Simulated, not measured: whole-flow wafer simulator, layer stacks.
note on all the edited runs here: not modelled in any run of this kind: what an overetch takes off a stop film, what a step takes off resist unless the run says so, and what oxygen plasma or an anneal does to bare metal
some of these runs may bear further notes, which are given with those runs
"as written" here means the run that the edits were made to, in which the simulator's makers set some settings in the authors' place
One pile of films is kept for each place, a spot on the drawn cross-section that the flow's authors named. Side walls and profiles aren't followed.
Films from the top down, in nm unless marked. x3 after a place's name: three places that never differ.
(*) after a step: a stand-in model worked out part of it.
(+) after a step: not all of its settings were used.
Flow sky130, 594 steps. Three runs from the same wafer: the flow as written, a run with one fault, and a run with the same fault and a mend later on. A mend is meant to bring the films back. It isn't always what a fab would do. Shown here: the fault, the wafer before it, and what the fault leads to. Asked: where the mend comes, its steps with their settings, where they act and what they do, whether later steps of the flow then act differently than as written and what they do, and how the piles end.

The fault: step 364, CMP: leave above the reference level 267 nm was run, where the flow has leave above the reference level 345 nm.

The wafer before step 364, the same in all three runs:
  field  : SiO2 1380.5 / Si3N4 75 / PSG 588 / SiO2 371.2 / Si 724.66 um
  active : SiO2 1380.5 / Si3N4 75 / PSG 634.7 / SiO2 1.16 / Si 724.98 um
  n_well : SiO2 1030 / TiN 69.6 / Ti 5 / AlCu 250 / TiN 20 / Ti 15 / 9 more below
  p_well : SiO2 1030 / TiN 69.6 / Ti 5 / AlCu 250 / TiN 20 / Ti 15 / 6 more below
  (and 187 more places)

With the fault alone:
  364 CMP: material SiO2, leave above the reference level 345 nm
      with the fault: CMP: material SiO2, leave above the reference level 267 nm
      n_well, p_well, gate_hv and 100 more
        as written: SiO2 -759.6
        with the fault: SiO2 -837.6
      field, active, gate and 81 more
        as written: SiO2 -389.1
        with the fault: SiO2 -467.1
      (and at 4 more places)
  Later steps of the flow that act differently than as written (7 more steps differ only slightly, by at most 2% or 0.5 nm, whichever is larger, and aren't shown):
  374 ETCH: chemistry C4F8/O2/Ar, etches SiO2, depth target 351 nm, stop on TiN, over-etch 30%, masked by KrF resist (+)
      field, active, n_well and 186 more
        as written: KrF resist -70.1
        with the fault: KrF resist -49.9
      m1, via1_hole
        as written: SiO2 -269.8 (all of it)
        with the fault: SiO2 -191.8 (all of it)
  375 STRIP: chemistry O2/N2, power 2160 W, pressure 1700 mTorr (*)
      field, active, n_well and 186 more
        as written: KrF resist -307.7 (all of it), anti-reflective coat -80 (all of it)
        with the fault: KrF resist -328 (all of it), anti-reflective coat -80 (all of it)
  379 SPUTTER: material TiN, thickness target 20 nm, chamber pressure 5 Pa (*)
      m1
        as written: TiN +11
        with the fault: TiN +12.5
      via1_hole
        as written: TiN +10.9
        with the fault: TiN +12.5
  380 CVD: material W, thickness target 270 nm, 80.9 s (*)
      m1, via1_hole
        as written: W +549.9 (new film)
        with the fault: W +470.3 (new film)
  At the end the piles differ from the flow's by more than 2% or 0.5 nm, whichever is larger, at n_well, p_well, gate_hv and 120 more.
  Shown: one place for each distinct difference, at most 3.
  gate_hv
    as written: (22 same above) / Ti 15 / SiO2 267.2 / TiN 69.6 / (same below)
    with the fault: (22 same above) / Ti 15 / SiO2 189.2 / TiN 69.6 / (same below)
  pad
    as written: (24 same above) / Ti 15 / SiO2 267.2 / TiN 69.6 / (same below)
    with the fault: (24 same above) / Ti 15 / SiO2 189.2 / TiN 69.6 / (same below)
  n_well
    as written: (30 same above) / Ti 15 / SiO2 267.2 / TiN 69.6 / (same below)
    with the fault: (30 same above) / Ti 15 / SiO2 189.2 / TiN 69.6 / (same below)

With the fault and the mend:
  The mend comes after step 364.
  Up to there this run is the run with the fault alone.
  364a HDPCVD: thickness target 78 nm (*) (the flow's step 363 once more, with other settings)
      field, active, n_well and 188 more
        SiO2 +78
  No later step of the flow acts differently than as written, at any place that is followed, by more than 2% or 0.5 nm, whichever is larger.
  At the end the piles are the same as the flow's at every place that both follow.
